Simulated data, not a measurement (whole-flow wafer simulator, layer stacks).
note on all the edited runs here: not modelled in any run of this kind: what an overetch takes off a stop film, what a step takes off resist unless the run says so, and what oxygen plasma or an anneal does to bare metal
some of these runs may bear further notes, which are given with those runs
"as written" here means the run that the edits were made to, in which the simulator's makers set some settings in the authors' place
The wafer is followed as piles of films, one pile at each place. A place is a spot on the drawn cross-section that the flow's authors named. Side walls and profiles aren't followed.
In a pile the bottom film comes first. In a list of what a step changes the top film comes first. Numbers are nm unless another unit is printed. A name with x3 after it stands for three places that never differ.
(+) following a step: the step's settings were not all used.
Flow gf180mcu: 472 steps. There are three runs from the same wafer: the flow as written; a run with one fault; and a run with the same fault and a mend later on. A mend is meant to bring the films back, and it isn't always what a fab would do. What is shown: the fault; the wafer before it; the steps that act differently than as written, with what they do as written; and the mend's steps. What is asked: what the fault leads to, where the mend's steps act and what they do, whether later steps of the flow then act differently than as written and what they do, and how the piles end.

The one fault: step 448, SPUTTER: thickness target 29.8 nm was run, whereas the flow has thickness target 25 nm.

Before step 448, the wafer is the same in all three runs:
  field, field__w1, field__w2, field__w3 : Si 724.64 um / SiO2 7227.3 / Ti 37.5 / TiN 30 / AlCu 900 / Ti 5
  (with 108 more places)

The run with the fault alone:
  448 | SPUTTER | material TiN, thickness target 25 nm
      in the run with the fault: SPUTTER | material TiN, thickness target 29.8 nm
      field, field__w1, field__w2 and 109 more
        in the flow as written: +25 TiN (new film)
        in the run with the fault: +29.8 TiN (new film)
  Steps further on in the flow that do not act as written (4 more steps, not shown, differ only slightly: by at most 2% or 0.5 nm, whichever is larger):
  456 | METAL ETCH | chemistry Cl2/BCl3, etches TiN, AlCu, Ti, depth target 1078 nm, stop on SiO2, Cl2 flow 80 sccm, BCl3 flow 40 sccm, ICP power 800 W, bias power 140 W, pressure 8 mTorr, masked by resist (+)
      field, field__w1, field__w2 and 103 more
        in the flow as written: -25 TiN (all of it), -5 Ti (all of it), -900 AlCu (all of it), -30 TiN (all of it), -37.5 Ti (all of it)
        in the run with the fault: -29.8 TiN (all of it), -5 Ti (all of it), -900 AlCu (all of it), -30 TiN (all of it), -37.5 Ti (all of it)
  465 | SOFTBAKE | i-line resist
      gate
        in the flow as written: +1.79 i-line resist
        in the run with the fault: -0.31 i-line resist
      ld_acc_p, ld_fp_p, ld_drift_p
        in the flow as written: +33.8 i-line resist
        in the run with the fault: +27.1 i-line resist
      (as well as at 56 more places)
  The piles end different from the flow's at field__w8, contact, m1, m1__w1, pad, m1_nw by more than 2% or 0.5 nm, whichever is larger.
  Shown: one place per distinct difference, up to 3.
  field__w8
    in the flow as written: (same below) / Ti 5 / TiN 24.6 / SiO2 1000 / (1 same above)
    in the run with the fault: (same below) / Ti 5 / TiN 29.4 / SiO2 1000 / (1 same above)
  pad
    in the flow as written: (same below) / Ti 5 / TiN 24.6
    in the run with the fault: (same below) / Ti 5 / TiN 29.4

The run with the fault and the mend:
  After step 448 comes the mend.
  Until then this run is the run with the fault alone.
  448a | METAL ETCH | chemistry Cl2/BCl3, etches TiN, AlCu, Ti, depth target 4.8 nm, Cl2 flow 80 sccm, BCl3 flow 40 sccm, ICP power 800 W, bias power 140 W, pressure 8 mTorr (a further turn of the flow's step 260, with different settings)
      field, field__w1, field__w2 and 109 more
        -4.8 TiN
  Later steps of the flow that are run all act as written at every place that is followed.
  By the end, the piles equal the flow's at every place that both follow.
